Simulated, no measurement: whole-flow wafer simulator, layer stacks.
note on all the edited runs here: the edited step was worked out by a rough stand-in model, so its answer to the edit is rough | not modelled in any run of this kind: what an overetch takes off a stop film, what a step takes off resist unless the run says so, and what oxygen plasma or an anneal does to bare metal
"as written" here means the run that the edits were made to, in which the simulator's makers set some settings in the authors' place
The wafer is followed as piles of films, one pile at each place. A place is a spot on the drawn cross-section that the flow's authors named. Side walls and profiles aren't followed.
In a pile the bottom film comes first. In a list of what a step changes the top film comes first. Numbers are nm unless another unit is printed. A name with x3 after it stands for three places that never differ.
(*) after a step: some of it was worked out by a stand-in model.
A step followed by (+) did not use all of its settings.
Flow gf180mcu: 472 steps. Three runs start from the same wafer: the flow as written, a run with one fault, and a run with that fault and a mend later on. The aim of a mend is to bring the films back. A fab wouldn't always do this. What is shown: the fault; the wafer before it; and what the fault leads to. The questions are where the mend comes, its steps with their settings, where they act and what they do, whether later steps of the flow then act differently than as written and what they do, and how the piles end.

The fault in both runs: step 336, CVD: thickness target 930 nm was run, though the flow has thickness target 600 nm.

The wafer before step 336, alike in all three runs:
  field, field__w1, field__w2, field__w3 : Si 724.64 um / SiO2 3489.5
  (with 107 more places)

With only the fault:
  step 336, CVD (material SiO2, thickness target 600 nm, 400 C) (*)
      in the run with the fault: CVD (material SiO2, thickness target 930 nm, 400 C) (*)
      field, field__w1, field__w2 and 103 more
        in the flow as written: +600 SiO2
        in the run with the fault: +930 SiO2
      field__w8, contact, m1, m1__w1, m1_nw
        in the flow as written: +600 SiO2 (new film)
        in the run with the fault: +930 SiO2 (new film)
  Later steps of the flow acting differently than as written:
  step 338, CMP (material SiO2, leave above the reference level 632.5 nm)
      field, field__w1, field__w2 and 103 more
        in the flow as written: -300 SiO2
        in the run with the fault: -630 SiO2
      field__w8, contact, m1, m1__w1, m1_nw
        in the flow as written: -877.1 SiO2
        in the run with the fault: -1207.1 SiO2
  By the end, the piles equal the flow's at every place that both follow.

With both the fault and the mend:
  After step 347 comes the mend.
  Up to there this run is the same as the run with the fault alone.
  step 348, ETCH (chemistry C4F8/O2/Ar, etches SiO2, depth target 1290 nm, stop on TiN, over-etch 70%, masked by KrF resist) (+) (the flow's step 348; as written it has depth target 960 nm)
      field, field__w1, field__w2 and 107 more
        -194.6 KrF resist
      contact
        -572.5 SiO2 (all of it)
  None of the later steps of the flow differs from how it acts as written, at any place that is followed, by more than 2% or 0.5 nm, whichever is larger.
  By the end, the piles equal the flow's at every place that both follow.
